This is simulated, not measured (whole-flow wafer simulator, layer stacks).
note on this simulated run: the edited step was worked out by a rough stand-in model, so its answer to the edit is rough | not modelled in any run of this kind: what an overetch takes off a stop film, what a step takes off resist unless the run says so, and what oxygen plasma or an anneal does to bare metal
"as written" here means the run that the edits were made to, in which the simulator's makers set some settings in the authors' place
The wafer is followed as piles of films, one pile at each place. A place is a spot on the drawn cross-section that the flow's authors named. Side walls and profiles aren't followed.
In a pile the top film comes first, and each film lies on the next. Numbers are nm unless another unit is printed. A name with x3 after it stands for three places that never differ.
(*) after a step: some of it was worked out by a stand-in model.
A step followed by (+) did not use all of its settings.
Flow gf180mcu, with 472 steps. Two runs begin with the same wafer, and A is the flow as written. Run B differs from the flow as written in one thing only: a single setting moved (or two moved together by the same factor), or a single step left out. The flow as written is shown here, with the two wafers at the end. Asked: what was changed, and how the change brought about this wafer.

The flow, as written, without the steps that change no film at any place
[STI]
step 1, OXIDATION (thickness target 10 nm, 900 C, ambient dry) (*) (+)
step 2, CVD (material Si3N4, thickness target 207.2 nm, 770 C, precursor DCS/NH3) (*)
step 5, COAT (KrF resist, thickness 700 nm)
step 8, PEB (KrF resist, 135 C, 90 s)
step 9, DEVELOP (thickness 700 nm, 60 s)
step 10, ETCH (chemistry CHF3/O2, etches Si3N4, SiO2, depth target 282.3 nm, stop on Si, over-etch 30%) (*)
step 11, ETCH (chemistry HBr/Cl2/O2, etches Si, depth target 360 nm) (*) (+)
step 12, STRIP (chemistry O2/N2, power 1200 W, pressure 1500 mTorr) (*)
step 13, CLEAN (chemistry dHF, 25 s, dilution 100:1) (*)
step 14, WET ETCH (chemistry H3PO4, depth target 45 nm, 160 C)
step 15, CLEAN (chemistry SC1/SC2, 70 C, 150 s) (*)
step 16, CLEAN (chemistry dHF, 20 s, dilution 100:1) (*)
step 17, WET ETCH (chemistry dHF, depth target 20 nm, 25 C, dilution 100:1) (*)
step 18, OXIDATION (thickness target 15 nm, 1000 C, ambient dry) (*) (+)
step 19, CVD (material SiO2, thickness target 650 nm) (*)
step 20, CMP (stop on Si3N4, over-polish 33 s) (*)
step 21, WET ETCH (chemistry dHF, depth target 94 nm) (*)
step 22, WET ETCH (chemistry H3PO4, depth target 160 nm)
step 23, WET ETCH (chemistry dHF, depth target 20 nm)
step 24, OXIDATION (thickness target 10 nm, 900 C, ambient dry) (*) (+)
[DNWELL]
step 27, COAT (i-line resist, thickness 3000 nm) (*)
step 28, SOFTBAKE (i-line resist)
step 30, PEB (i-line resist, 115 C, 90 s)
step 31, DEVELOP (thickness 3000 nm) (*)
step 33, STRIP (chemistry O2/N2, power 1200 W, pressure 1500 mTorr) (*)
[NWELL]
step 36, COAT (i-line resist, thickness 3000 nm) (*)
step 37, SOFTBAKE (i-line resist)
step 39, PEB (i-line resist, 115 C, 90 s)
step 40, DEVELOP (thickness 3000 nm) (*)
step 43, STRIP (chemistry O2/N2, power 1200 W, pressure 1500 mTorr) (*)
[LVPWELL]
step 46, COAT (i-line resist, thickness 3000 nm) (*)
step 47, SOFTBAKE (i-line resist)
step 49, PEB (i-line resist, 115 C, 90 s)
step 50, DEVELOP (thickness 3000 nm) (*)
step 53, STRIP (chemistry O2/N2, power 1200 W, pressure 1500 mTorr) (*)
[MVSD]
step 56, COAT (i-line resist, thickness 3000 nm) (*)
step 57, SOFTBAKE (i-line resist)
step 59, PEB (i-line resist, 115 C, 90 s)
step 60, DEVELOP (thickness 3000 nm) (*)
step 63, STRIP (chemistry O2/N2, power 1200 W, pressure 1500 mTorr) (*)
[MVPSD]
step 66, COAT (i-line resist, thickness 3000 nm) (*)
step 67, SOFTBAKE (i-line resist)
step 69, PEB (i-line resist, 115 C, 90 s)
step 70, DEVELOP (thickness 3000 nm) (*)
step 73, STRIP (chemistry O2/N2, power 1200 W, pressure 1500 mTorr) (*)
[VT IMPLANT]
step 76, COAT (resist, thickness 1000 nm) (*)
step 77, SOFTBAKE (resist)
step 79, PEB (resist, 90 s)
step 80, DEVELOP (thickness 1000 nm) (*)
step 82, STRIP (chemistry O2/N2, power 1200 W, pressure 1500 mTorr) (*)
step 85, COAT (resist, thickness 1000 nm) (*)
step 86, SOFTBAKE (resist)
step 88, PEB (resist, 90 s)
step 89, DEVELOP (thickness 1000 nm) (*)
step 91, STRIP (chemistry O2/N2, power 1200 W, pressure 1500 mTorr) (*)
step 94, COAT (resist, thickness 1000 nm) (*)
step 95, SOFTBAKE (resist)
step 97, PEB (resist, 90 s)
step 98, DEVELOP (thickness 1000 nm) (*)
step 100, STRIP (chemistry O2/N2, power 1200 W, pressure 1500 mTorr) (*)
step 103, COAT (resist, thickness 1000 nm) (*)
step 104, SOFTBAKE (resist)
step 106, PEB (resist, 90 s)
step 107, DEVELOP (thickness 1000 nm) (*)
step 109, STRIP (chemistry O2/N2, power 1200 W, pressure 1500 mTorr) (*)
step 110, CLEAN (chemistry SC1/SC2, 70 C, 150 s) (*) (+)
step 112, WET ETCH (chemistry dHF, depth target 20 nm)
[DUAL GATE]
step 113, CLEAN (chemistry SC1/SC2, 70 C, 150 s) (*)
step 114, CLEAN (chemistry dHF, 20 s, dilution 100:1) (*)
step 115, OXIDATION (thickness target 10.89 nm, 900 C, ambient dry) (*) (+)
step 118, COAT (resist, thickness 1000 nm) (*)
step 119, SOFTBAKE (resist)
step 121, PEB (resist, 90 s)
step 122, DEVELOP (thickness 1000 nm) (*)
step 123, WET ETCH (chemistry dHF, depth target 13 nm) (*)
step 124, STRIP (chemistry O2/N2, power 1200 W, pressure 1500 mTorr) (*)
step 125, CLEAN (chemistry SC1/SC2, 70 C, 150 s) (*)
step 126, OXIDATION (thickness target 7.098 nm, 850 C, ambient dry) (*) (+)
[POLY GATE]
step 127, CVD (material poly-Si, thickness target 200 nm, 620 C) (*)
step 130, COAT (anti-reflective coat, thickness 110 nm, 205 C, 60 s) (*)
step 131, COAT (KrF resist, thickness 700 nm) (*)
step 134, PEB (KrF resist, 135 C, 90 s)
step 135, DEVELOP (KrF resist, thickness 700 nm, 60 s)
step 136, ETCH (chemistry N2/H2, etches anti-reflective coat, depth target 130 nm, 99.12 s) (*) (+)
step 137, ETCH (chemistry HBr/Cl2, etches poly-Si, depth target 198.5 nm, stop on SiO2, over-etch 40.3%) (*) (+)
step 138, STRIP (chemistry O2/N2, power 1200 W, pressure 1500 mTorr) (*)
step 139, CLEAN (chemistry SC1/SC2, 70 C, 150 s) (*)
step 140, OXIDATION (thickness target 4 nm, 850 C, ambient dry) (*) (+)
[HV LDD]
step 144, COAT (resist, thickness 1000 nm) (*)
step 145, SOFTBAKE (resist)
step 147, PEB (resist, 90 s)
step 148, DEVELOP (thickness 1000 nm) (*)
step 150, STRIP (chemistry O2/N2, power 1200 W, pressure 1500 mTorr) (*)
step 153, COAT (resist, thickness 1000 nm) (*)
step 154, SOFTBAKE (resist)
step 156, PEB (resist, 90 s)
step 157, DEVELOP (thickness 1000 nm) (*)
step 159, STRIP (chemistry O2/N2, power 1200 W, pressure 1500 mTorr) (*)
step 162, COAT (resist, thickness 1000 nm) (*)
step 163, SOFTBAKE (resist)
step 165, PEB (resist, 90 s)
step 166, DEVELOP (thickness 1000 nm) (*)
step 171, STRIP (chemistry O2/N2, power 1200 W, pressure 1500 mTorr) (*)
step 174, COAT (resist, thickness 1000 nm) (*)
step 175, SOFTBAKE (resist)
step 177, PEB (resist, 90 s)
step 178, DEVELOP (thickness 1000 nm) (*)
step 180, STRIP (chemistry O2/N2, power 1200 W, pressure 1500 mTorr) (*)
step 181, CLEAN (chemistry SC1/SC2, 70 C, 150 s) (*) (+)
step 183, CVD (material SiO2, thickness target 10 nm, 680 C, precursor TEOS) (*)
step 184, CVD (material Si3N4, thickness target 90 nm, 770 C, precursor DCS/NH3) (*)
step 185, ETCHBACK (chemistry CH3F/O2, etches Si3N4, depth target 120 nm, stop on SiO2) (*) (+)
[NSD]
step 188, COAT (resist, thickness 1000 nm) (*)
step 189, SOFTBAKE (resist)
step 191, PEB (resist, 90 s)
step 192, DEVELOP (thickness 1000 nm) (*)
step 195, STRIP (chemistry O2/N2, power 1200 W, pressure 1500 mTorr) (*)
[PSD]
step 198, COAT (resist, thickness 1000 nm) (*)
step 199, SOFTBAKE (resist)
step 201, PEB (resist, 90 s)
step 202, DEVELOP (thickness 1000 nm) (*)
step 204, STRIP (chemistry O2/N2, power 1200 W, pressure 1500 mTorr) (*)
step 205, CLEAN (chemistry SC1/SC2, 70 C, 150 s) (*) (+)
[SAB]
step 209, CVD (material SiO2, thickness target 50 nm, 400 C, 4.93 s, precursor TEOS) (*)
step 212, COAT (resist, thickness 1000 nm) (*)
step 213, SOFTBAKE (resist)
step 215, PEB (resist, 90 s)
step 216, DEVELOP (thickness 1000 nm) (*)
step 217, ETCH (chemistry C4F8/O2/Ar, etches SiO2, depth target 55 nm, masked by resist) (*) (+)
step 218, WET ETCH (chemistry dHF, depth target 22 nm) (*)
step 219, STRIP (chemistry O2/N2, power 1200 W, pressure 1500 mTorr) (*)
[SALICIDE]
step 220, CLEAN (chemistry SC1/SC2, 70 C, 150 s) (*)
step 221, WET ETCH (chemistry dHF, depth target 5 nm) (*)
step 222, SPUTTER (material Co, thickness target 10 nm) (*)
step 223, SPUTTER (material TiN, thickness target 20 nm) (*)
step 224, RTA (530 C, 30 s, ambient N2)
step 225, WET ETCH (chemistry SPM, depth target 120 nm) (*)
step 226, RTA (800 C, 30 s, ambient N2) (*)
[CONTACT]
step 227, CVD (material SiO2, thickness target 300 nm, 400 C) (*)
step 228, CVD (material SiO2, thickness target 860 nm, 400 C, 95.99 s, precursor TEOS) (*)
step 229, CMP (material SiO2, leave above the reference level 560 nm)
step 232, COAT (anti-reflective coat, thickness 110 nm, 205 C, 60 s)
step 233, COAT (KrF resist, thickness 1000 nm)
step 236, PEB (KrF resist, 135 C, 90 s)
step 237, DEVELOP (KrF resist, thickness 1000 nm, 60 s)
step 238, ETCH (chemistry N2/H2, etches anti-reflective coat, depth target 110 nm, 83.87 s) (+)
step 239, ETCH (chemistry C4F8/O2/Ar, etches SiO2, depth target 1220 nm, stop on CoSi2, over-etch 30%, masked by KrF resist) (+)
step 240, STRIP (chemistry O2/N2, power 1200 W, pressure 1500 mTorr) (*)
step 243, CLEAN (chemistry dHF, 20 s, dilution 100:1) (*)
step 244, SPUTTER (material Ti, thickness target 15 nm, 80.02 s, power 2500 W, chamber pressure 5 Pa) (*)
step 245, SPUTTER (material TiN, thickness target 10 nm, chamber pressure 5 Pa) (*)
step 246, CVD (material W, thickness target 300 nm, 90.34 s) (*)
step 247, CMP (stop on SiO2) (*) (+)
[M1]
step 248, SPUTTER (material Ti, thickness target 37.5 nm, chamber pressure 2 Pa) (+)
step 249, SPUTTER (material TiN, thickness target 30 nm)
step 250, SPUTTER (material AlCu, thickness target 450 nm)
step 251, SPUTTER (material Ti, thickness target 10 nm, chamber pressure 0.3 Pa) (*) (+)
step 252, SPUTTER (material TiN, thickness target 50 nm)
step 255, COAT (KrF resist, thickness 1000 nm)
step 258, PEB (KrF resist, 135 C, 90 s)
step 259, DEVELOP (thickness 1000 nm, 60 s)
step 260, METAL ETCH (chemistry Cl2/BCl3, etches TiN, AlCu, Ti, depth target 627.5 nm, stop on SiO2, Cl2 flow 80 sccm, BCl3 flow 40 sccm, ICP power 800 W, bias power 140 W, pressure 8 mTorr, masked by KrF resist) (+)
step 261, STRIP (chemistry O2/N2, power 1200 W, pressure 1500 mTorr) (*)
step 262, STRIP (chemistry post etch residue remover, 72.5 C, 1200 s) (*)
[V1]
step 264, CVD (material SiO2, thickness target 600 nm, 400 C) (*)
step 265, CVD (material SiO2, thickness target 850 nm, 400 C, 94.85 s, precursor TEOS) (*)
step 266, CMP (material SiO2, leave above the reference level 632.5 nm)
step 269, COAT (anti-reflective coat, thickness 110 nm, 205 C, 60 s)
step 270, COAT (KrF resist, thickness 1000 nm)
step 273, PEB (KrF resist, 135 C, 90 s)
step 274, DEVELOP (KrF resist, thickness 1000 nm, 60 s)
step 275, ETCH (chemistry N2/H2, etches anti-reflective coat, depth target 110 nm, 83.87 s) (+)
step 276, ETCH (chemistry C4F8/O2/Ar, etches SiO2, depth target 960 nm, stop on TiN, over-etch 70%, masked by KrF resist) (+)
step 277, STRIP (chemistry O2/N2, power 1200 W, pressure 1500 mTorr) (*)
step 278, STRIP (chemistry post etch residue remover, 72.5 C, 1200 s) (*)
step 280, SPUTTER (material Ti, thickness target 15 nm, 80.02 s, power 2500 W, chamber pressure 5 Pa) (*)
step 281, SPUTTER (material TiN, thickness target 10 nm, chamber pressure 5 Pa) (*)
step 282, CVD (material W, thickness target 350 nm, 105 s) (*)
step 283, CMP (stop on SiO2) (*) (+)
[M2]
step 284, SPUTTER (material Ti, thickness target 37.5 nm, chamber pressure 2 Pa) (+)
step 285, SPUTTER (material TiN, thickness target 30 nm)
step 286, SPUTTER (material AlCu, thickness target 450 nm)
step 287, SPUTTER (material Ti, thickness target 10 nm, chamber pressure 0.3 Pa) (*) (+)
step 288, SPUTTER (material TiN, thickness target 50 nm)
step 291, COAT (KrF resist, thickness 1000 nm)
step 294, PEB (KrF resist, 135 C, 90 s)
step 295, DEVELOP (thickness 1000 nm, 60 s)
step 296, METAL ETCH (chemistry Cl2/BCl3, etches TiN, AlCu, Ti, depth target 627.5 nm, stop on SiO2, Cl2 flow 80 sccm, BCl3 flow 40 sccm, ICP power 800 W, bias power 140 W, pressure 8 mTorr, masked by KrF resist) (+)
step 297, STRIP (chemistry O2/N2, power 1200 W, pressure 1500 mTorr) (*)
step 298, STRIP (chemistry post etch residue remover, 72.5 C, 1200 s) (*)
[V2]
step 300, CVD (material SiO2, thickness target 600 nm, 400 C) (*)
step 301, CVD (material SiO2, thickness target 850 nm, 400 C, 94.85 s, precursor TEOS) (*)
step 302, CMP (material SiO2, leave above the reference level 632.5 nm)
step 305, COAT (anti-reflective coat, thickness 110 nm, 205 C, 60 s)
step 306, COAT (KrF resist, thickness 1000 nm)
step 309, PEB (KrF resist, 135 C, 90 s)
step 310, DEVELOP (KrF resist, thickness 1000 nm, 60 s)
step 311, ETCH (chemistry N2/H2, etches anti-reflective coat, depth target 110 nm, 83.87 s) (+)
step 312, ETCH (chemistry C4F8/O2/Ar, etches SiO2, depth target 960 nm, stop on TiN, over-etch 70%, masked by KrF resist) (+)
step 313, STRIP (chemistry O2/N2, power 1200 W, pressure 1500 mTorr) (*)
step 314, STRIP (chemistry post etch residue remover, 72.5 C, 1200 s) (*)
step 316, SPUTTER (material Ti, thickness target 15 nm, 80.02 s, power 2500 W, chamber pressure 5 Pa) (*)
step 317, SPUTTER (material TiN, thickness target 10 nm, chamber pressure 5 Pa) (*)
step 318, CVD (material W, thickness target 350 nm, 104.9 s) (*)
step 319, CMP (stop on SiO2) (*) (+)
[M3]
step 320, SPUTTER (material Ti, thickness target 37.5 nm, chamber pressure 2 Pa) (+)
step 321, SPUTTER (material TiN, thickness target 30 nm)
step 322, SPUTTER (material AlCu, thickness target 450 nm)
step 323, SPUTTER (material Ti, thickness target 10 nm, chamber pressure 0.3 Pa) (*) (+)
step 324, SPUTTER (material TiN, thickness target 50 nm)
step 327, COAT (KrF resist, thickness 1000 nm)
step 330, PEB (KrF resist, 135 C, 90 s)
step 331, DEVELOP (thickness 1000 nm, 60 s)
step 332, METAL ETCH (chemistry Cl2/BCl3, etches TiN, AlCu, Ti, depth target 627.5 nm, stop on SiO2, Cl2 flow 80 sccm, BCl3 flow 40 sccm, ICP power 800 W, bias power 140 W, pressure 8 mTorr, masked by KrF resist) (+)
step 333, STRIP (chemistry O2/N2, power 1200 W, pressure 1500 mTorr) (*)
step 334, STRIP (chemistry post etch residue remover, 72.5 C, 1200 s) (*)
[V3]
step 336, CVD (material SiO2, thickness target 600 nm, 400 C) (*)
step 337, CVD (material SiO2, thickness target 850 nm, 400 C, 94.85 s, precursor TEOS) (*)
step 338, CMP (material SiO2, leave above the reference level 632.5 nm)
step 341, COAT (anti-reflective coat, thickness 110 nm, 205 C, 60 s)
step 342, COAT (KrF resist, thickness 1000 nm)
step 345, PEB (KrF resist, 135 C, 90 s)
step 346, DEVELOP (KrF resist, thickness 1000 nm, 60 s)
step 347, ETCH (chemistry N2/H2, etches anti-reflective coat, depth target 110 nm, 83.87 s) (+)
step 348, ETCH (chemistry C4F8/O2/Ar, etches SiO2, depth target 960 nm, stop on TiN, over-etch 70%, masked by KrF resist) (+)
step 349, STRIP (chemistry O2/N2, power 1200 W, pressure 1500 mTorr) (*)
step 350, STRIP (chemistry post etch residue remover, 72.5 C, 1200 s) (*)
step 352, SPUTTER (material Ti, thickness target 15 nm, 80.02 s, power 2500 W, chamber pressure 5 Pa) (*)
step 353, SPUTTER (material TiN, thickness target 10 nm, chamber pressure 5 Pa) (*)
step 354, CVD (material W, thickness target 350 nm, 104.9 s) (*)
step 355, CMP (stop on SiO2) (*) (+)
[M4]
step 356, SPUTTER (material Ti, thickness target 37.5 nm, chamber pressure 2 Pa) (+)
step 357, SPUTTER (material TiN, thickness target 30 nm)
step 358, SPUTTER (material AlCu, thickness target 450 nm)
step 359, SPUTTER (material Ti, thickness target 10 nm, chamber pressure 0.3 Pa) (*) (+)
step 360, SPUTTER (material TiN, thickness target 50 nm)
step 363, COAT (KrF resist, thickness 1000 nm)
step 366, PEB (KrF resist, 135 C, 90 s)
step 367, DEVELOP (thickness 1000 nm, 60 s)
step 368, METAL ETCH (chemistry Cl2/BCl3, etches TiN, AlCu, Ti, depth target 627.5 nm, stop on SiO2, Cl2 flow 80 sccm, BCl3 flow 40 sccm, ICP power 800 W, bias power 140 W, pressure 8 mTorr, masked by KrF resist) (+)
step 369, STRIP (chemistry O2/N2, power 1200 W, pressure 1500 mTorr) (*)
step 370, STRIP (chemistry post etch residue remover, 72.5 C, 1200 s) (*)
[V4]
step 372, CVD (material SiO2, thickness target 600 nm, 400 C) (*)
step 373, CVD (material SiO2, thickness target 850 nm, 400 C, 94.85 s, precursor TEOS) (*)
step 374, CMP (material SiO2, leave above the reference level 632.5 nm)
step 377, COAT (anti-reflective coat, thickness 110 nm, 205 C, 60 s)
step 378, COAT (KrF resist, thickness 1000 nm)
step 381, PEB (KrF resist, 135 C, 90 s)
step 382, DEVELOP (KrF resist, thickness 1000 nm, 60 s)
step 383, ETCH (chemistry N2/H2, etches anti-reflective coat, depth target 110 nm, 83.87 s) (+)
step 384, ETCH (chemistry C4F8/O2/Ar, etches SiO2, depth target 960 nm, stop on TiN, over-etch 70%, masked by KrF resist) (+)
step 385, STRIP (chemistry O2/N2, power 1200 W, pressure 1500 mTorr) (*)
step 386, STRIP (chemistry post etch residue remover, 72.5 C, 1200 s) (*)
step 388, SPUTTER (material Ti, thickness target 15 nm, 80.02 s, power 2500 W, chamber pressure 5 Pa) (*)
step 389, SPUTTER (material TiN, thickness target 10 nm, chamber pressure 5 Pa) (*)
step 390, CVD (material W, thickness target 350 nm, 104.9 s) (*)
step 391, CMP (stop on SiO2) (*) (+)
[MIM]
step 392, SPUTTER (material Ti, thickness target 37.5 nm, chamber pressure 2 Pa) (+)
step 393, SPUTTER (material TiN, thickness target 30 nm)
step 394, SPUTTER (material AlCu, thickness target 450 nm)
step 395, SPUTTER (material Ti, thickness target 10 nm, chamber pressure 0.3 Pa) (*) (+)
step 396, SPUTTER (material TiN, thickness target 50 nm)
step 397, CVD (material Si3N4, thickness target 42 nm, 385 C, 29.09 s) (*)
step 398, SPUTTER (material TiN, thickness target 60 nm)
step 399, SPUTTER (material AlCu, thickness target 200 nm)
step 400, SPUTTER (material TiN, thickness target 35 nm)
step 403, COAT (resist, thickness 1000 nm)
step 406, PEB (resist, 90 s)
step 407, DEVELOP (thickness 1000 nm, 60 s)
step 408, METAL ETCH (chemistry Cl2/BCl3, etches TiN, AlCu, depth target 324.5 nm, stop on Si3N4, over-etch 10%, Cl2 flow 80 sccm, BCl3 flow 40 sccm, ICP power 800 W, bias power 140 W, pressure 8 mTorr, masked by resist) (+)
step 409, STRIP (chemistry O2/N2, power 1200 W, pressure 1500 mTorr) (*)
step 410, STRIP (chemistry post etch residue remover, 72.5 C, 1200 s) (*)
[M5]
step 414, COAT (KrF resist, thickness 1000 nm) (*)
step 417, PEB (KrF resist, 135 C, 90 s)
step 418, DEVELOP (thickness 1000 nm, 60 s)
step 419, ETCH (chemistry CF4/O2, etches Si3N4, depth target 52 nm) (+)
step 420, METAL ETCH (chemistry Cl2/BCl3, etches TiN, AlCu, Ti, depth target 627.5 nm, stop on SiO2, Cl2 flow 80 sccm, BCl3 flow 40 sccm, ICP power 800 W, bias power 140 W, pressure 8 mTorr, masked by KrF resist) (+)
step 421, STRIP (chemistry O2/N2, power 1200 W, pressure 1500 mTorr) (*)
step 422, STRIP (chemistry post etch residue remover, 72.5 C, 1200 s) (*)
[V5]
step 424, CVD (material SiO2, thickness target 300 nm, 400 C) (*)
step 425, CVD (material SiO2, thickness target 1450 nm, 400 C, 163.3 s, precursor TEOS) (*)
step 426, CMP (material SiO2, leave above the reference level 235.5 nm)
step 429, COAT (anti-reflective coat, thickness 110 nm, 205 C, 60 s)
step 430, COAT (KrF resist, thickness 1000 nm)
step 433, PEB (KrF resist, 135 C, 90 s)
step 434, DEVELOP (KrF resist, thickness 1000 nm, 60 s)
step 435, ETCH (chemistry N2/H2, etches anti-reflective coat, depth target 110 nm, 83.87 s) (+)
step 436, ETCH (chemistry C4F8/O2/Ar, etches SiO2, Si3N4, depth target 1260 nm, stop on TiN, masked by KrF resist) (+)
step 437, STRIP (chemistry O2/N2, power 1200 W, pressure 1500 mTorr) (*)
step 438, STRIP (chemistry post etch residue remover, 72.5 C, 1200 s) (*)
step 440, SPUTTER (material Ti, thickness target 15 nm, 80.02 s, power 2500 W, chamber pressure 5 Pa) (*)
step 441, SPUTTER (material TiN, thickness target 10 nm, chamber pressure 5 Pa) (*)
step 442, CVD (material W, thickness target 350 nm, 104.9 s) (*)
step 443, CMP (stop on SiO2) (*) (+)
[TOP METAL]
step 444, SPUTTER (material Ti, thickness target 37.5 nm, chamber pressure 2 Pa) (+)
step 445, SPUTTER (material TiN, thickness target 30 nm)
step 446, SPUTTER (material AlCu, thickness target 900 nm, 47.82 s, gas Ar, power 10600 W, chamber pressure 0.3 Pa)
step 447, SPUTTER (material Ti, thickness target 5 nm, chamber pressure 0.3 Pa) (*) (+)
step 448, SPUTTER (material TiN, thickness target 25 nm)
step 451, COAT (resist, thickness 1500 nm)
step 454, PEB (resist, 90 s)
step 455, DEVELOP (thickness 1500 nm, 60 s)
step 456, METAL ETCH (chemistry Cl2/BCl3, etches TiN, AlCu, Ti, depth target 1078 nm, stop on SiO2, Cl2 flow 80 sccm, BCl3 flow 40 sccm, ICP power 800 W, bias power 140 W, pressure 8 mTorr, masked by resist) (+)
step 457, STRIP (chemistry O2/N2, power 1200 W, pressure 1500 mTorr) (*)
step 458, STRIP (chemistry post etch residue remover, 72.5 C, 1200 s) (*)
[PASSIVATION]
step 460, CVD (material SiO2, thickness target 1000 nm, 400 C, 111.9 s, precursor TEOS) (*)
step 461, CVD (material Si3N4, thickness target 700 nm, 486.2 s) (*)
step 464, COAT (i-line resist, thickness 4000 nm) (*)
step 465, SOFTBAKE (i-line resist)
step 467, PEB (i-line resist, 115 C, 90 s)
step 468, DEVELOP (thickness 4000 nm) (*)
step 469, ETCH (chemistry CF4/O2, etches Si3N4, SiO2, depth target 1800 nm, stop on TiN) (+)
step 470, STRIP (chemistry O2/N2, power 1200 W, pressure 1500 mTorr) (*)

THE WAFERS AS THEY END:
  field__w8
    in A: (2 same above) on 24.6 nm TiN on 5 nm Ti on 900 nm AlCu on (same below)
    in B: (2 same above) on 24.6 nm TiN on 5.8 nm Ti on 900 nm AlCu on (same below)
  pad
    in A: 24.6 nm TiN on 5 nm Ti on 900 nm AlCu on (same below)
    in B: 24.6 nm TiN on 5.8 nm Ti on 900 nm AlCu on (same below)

The reason: step 447, SPUTTER: thickness target 5.8 nm was run, though the flow has thickness target 5 nm.
The wafer lets one read it off: field__w8 has Ti 5.8, and step 447 as written asks for 5 nm.

Step by step, how the change led to this:
  step 447, SPUTTER (material Ti, thickness target 5 nm, chamber pressure 0.3 Pa) (*) (+)
      field, field__w1, field__w2 and 109 more: A +5 Ti (new film) | B +5.8 Ti (new film)
  step 456, METAL ETCH (chemistry Cl2/BCl3, etches TiN, AlCu, Ti, depth target 1078 nm, stop on SiO2, Cl2 flow 80 sccm, BCl3 flow 40 sccm, ICP power 800 W, bias power 140 W, pressure 8 mTorr, masked by resist) (+)
      field, field__w1, field__w2 and 103 more: A -25 TiN (all of it), -5 Ti (all of it), -900 AlCu (all of it), -30 TiN (all of it), -37.5 Ti (all of it) | B -25 TiN (all of it), -5.8 Ti (all of it), -900 AlCu (all of it), -30 TiN (all of it), -37.5 Ti (all of it)
